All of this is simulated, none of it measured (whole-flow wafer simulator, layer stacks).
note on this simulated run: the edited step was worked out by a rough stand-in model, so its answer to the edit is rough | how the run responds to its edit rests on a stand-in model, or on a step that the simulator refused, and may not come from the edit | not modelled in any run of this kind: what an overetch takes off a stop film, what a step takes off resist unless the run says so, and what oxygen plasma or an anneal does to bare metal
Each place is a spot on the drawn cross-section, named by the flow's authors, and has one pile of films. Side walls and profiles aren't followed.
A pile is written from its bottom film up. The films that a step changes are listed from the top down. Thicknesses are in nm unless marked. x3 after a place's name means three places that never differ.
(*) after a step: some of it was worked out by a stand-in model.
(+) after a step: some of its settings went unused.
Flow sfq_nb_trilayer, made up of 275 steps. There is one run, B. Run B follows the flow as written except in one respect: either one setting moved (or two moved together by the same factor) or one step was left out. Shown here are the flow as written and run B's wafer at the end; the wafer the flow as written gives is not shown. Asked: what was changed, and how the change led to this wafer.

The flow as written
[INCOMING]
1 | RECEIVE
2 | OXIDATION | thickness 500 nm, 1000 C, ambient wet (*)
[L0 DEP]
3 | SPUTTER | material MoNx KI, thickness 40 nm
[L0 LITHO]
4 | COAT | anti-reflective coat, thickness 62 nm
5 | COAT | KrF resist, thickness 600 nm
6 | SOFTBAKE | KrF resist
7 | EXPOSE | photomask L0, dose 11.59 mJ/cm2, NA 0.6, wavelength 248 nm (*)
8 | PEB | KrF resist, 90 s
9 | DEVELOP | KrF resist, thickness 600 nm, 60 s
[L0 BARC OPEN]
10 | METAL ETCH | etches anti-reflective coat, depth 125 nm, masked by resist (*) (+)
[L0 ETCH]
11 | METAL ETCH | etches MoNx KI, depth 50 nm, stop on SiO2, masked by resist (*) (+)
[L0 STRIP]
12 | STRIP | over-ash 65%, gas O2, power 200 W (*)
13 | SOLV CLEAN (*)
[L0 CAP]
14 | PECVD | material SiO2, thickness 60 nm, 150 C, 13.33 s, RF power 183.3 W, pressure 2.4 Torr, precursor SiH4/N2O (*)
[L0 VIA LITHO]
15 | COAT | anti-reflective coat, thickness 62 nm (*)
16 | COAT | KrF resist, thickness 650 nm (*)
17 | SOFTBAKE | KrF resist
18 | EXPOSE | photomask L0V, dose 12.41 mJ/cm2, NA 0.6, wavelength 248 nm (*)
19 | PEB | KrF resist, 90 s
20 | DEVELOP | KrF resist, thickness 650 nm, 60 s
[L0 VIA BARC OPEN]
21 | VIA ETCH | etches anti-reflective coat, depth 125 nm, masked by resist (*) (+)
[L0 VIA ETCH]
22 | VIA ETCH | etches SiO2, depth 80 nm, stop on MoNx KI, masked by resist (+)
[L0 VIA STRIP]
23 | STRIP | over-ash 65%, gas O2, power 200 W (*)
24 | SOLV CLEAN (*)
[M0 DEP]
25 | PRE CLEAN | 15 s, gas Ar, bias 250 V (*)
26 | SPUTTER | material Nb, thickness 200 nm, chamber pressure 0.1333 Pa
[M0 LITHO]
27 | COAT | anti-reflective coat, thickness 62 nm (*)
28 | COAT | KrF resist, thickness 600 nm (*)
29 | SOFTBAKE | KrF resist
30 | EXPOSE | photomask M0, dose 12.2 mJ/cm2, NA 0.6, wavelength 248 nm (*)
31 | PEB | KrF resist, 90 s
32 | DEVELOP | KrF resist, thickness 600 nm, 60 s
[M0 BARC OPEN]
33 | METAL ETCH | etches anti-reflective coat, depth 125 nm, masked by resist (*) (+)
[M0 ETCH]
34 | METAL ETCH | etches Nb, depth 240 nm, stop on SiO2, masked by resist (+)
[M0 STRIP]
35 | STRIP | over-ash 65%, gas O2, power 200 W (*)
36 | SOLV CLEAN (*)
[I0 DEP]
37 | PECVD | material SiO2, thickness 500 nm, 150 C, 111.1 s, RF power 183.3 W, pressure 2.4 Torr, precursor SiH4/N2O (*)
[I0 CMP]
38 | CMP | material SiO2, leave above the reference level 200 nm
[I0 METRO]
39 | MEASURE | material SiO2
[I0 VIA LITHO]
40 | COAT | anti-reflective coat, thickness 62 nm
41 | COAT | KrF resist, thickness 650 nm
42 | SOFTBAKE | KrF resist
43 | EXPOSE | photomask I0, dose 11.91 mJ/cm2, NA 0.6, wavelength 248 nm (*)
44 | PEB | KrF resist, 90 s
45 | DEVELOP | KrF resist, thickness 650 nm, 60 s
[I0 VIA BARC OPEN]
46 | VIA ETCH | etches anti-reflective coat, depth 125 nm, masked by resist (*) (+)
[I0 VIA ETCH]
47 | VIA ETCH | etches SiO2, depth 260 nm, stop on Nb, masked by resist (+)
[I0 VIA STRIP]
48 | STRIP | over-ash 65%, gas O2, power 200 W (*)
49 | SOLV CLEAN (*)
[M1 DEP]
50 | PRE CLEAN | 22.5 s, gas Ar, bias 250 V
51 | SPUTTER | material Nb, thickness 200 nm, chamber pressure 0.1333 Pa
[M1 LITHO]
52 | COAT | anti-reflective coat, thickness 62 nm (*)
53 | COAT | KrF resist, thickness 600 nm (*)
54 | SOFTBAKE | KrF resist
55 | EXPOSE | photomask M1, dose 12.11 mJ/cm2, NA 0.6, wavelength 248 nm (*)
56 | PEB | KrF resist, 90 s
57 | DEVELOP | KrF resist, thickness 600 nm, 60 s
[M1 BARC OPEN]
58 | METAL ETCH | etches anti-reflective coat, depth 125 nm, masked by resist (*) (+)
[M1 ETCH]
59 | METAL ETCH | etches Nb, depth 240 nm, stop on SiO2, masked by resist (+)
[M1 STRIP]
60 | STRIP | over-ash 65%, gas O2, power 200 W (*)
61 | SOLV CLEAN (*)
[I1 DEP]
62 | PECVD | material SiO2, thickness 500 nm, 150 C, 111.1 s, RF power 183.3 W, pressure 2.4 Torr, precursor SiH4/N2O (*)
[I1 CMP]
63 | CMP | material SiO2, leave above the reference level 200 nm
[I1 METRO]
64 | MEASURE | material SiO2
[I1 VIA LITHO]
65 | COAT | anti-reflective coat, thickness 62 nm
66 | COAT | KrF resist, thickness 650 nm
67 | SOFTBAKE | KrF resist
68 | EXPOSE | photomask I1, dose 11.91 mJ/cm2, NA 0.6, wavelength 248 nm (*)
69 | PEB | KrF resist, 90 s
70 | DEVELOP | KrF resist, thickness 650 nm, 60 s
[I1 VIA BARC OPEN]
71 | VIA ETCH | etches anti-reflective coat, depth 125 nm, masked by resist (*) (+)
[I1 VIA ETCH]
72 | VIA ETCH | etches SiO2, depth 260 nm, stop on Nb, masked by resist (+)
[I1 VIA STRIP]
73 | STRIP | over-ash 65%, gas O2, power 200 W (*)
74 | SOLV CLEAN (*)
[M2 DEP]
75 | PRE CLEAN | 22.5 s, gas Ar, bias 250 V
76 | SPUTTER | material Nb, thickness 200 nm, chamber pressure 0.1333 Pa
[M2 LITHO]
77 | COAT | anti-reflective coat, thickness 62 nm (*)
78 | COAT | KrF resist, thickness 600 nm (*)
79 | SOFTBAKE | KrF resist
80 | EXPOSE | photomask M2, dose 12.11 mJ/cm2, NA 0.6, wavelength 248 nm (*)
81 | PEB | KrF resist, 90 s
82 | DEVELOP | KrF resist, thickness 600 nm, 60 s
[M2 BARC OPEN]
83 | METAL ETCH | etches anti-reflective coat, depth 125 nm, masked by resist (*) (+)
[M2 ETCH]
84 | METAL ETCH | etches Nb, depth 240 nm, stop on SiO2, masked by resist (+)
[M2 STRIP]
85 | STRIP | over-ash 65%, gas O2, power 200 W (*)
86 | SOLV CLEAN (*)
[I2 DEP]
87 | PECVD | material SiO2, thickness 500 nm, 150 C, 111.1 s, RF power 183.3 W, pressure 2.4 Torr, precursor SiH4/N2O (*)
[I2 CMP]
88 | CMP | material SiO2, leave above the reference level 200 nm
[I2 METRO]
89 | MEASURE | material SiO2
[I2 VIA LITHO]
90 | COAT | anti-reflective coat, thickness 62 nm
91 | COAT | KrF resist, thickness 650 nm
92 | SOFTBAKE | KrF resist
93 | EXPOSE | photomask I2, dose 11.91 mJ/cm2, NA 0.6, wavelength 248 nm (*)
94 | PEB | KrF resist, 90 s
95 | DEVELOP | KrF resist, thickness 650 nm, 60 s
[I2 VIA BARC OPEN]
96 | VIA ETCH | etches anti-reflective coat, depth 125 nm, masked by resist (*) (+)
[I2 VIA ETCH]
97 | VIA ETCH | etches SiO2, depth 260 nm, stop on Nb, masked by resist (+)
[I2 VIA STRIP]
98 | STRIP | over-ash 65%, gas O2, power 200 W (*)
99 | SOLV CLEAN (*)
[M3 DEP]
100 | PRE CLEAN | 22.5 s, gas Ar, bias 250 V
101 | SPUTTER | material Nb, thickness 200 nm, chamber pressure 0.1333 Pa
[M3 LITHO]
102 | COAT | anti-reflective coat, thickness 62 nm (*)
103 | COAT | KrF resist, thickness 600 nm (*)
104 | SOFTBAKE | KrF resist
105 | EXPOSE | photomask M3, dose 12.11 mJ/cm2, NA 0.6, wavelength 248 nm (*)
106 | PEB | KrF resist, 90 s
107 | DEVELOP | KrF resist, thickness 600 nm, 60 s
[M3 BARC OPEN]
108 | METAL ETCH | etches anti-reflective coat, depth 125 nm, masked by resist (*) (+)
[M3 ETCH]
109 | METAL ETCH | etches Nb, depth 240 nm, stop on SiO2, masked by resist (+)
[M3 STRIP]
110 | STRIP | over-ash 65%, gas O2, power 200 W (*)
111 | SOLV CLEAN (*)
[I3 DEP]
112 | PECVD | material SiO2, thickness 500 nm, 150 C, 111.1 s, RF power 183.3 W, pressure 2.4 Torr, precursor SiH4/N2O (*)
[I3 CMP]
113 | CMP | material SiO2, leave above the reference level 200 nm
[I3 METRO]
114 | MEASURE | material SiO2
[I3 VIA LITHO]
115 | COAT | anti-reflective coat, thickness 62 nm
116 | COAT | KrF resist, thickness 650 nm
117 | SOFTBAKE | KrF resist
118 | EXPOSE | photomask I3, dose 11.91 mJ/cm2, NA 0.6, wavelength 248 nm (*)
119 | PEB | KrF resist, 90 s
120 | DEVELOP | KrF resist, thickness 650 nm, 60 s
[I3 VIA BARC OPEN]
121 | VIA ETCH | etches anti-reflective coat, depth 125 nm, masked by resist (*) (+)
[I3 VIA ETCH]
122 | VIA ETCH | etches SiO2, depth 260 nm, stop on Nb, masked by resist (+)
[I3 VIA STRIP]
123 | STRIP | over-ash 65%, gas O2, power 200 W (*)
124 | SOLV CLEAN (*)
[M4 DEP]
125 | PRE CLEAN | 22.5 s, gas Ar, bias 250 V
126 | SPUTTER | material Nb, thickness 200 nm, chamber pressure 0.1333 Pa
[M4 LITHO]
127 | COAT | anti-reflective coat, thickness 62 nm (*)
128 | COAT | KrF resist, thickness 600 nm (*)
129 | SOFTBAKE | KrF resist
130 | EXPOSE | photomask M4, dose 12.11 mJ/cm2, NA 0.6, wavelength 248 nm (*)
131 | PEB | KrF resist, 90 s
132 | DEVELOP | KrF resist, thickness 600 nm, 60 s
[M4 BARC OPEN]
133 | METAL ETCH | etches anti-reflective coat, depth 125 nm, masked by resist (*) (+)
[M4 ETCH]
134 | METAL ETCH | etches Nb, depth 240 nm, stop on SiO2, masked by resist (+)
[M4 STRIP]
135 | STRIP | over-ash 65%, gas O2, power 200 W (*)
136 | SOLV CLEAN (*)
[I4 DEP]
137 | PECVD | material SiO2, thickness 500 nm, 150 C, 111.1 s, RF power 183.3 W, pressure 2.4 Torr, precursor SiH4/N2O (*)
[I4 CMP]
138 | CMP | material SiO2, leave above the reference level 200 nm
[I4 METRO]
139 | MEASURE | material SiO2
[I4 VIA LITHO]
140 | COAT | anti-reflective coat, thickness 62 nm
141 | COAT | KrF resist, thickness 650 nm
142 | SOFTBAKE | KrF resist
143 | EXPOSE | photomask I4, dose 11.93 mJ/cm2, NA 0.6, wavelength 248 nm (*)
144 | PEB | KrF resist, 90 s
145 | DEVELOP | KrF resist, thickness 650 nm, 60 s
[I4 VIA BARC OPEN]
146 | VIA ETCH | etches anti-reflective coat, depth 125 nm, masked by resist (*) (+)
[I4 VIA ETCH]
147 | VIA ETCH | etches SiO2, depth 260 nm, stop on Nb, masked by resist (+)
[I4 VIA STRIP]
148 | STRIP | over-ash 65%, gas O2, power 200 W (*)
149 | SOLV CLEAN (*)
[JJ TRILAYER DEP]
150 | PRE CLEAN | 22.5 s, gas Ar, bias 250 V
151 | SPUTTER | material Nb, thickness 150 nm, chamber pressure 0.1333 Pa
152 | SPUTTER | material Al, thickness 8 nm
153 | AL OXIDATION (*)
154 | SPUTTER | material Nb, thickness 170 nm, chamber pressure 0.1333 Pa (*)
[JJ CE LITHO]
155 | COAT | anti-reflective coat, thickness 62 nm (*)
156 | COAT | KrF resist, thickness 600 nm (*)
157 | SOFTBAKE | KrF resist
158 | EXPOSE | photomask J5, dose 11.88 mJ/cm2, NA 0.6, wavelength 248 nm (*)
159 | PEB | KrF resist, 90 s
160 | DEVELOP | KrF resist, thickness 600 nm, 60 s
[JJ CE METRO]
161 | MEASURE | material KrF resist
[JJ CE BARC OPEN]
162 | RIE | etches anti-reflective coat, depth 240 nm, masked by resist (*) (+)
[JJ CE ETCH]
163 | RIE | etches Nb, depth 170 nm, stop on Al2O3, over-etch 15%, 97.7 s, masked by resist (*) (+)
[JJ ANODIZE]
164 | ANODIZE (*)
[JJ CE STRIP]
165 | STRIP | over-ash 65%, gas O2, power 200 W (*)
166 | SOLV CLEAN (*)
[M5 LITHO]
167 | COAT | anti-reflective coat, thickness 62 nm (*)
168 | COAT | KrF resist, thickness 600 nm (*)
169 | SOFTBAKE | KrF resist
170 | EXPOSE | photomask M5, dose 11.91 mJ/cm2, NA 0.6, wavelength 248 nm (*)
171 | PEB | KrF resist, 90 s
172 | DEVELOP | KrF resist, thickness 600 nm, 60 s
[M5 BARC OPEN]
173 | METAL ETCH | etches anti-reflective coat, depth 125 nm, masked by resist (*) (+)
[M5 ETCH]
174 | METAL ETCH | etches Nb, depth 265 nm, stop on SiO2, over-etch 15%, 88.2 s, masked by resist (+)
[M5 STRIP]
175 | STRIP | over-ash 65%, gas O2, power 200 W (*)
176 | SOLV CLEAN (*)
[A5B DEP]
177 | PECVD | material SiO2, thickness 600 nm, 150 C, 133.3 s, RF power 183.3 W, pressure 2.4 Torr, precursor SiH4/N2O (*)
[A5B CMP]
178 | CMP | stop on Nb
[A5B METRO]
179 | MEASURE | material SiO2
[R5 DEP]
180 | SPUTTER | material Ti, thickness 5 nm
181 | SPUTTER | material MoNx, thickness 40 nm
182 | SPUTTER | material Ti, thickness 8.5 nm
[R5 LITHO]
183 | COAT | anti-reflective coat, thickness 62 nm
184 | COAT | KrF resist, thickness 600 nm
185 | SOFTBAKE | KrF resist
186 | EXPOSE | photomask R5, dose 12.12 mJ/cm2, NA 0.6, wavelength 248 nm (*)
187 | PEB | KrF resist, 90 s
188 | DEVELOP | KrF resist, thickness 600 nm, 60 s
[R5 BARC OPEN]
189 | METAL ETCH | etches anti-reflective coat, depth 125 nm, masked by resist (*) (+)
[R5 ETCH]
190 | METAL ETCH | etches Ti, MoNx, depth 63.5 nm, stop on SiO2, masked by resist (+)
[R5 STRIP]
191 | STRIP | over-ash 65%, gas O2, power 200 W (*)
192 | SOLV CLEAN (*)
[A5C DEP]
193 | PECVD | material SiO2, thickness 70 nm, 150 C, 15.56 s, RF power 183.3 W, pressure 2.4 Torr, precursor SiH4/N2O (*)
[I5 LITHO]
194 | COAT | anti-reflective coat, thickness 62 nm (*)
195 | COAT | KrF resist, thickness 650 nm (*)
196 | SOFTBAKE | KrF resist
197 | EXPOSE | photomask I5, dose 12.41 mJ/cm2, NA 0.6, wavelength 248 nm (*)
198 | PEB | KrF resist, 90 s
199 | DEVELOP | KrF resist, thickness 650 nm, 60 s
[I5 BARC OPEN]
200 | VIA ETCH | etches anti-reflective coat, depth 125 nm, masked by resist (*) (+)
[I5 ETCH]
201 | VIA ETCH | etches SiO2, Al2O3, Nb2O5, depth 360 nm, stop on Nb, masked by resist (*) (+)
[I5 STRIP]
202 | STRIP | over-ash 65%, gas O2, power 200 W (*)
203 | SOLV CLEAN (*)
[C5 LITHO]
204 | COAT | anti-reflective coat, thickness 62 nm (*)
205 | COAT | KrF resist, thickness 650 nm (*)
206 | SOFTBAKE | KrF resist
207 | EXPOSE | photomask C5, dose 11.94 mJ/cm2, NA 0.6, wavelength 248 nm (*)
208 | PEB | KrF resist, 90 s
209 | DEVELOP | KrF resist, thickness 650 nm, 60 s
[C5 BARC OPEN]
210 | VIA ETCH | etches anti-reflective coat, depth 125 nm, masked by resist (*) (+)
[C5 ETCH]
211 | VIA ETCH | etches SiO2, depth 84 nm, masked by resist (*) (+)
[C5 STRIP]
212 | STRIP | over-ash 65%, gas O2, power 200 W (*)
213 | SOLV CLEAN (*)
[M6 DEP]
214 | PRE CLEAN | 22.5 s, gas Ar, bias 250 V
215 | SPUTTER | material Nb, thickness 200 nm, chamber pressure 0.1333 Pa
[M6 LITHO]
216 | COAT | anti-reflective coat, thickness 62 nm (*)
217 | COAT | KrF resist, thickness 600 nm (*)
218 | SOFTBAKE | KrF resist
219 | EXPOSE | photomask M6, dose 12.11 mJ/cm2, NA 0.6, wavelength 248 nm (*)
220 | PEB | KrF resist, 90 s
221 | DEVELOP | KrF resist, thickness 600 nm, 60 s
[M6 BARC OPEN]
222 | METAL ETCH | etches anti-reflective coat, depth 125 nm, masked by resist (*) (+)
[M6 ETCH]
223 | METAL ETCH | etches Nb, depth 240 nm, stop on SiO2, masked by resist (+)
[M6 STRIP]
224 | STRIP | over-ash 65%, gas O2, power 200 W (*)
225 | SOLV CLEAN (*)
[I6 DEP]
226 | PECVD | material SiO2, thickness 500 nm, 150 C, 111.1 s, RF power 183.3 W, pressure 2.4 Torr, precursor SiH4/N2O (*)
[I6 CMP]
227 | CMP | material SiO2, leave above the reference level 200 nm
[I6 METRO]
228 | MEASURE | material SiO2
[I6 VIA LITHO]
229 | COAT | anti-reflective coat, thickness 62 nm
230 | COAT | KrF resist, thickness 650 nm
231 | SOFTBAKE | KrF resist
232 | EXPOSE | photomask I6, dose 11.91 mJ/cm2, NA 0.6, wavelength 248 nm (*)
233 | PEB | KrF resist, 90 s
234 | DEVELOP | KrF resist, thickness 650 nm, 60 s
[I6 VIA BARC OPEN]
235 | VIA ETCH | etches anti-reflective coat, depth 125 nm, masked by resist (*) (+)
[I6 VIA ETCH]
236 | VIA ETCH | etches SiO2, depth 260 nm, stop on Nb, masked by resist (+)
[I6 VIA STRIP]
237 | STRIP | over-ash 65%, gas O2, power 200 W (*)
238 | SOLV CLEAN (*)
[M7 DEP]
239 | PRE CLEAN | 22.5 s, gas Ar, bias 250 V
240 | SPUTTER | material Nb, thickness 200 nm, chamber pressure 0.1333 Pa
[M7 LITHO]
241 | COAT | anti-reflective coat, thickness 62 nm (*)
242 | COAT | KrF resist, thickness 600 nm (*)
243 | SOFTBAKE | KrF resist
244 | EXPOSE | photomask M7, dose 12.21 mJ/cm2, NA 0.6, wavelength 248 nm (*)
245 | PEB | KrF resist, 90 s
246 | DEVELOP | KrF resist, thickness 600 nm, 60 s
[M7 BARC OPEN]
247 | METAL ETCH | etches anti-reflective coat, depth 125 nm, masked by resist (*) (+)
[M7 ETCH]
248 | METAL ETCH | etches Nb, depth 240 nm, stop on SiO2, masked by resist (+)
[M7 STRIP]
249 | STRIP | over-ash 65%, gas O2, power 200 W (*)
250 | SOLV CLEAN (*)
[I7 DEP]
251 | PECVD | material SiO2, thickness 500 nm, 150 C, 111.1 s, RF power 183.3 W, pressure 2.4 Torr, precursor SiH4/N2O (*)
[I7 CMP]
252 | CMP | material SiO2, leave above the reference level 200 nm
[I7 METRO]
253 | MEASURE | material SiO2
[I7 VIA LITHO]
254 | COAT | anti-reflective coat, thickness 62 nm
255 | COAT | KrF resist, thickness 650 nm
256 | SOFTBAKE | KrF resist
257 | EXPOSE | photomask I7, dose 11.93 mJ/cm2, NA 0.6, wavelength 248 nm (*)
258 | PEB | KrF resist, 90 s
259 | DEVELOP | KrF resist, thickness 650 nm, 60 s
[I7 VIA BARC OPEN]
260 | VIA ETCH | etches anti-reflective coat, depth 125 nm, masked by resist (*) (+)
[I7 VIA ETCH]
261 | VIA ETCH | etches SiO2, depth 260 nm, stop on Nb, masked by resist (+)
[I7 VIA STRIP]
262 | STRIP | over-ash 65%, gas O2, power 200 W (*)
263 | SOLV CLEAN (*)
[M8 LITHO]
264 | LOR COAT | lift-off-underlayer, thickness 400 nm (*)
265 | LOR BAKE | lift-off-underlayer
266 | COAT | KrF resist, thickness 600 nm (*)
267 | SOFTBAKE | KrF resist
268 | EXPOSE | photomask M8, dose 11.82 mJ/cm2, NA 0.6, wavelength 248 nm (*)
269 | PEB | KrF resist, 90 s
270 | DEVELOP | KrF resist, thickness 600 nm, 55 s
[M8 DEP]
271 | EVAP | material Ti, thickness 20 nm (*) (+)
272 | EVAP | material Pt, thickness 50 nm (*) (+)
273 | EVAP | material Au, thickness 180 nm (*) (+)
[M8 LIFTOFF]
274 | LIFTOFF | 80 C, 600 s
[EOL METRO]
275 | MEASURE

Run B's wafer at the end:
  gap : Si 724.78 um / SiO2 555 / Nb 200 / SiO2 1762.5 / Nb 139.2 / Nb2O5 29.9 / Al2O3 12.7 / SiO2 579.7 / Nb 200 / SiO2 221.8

The reason: step 226, PECVD: thickness 412 nm was run, while the flow as written has thickness 500 nm; step 226, PECVD: 91.67 s was run, where the flow has 111.1 s.

How this came from the change, step by step:
  226 | PECVD | material SiO2, thickness 500 nm, 150 C, 111.1 s, RF power 183.3 W, pressure 2.4 Torr, precursor SiH4/N2O (*)
      field_l, p4_fl, p4_fm and 62 more: SiO2 gains 412 (as written it would have been: SiO2 gains 500)
      v_sur, via_wl, via_w and 21 more: SiO2 gains 412 (new film) (as written it would have been: SiO2 gains 500 (new film))
      (also at 17 further places)
  227 | CMP | material SiO2, leave above the reference level 200 nm
      gap: nothing (as written it would have been: SiO2 loses 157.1)
      field_l, p4_fl, p4_fm and 59 more: SiO2 loses 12 (as written it would have been: SiO2 loses 100)
      (also at 43 further places)
  229 | COAT | anti-reflective coat, thickness 62 nm
      be_sur: anti-reflective coat gains 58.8 (new film) (as written it would have been: anti-reflective coat gains 62 (new film))
      gap: anti-reflective coat gains 70.4 (new film) (as written it would have been: anti-reflective coat gains 62 (new film))
      (also at 1 further place)
  237 | STRIP | over-ash 65%, gas O2, power 200 W (*)
      be_sur: KrF resist loses 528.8 (all of it), anti-reflective coat loses 58.8 (all of it) (as written it would have been: KrF resist loses 528.6 (all of it), anti-reflective coat loses 62 (all of it))
      gap: KrF resist loses 538.1 (all of it), anti-reflective coat loses 70.4 (all of it) (as written it would have been: KrF resist loses 528.6 (all of it), anti-reflective coat loses 62 (all of it))
      (also at 1 further place)
  241 | COAT | anti-reflective coat, thickness 62 nm (*)
      be_sur: anti-reflective coat gains 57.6 (new film) (as written it would have been: anti-reflective coat gains 61.1 (new film))
      gap: anti-reflective coat gains 68.2 (new film) (as written it would have been: anti-reflective coat gains 61.4 (new film))
      (also at 1 further place)
  249 | STRIP | over-ash 65%, gas O2, power 200 W (*)
      be_sur: KrF resist loses 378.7 (all of it), anti-reflective coat loses 57.6 (all of it) (as written it would have been: KrF resist loses 378.6 (all of it), anti-reflective coat loses 61.1 (all of it))
      gap: KrF resist loses 390.3 (all of it), anti-reflective coat loses 68.2 (all of it) (as written it would have been: KrF resist loses 380 (all of it), anti-reflective coat loses 61.4 (all of it))
      (also at 1 further place)
  252 | CMP | material SiO2, leave above the reference level 200 nm
      gap: SiO2 loses 278.2 (as written it would have been: SiO2 loses 300)
